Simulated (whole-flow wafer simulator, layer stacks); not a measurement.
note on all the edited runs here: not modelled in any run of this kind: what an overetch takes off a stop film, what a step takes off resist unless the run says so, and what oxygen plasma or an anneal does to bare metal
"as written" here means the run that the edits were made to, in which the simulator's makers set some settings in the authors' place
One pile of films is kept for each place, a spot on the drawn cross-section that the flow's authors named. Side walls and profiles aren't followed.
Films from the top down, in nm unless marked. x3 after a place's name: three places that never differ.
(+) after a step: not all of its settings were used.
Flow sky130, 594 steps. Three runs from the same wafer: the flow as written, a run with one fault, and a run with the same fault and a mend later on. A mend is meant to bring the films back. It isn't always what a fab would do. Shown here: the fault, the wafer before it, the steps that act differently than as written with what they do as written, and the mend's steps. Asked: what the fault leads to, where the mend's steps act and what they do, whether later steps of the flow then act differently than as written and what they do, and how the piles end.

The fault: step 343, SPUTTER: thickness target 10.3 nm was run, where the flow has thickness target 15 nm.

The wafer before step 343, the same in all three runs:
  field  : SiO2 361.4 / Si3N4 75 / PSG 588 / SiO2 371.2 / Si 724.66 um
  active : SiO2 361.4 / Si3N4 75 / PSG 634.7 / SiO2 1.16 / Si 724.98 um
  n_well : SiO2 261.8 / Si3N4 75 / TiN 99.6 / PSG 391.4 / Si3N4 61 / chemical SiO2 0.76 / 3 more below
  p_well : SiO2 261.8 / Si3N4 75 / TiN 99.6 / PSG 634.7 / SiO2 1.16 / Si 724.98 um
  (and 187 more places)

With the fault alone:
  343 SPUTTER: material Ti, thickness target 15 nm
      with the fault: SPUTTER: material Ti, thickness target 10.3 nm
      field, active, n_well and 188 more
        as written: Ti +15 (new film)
        with the fault: Ti +10.3 (new film)
  Later steps of the flow that act differently than as written (15 more steps differ only slightly, by at most 2% or 0.5 nm, whichever is larger, and aren't shown):
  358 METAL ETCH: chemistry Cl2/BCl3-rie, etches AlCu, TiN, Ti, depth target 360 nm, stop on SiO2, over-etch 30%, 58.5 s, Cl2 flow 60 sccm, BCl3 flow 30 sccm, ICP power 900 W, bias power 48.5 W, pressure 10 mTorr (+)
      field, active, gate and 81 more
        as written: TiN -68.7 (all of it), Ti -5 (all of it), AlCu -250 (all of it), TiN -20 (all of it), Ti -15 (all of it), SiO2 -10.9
        with the fault: TiN -68.7 (all of it), Ti -5 (all of it), AlCu -250 (all of it), TiN -20 (all of it), Ti -10.3 (all of it), SiO2 -11.4
  At the end the piles differ from the flow's by more than 2% or 0.5 nm, whichever is larger, at n_well, p_well, gate_hv and 104 more.
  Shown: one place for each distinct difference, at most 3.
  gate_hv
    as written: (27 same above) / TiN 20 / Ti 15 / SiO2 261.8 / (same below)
    with the fault: (27 same above) / TiN 20 / Ti 10.3 / SiO2 261.8 / (same below)
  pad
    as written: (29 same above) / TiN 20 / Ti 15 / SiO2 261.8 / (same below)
    with the fault: (29 same above) / TiN 20 / Ti 10.3 / SiO2 261.8 / (same below)
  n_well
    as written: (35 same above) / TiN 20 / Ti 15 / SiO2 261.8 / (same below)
    with the fault: (35 same above) / TiN 20 / Ti 10.3 / SiO2 261.8 / (same below)

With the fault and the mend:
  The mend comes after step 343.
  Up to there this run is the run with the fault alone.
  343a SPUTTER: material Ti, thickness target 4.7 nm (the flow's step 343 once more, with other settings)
      field, active, n_well and 188 more
        Ti +4.7
  No later step of the flow acts differently than as written at any place that is followed.
  At the end the piles are the same as the flow's at every place that both follow.
